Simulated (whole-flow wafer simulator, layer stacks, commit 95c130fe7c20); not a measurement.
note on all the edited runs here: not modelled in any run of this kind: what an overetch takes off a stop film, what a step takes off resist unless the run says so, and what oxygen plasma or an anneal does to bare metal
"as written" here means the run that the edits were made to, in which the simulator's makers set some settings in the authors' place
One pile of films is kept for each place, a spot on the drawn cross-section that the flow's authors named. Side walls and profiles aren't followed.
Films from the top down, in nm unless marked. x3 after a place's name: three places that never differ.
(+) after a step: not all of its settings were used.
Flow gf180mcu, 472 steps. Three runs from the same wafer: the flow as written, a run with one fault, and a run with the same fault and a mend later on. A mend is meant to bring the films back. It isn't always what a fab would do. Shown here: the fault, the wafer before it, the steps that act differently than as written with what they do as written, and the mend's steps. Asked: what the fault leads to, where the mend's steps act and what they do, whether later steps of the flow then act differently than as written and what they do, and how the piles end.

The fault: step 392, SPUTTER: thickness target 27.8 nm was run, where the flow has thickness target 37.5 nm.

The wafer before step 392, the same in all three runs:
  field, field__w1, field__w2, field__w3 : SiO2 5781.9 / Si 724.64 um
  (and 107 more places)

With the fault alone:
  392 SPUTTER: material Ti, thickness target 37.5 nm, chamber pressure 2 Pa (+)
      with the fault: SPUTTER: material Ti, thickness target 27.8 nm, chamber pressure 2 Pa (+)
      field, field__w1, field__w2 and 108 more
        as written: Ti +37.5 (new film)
        with the fault: Ti +27.8 (new film)
  Later steps of the flow that act differently than as written (1 more step differs only slightly, by at most 2% or 0.5 nm, whichever is larger, and isn't shown):
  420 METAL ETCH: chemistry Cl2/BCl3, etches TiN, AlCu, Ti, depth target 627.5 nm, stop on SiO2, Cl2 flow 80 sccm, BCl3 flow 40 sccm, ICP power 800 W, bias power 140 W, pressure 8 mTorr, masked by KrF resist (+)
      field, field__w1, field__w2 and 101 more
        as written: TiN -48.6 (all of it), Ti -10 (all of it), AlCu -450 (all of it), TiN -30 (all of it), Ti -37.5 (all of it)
        with the fault: TiN -48.6 (all of it), Ti -10 (all of it), AlCu -450 (all of it), TiN -30 (all of it), Ti -27.8 (all of it)
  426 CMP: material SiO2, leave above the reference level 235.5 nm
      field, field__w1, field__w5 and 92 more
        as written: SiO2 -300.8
        with the fault: SiO2 -310.5
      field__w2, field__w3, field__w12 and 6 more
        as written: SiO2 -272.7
        with the fault: SiO2 -282.8
  At the end the piles differ from the flow's by more than 2% or 0.5 nm, whichever is larger, at field__w4, field__w8, contact, m1, m1__w1, mim, mim_1p0, m1_nw.
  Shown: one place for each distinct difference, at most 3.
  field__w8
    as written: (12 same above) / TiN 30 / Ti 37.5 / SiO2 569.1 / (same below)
    with the fault: (12 same above) / TiN 30 / Ti 27.8 / SiO2 569.1 / (same below)
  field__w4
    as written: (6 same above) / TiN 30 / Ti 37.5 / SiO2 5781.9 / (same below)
    with the fault: (6 same above) / TiN 30 / Ti 27.8 / SiO2 5781.9 / (same below)
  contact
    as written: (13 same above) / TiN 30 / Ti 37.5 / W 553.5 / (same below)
    with the fault: (13 same above) / TiN 30 / Ti 27.8 / W 553.5 / (same below)

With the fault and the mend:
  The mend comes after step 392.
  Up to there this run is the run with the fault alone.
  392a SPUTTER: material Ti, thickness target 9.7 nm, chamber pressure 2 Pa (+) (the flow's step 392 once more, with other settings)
      field, field__w1, field__w2 and 108 more
        Ti +9.7
  No later step of the flow acts differently than as written at any place that is followed.
  At the end the piles are the same as the flow's at every place that both follow.
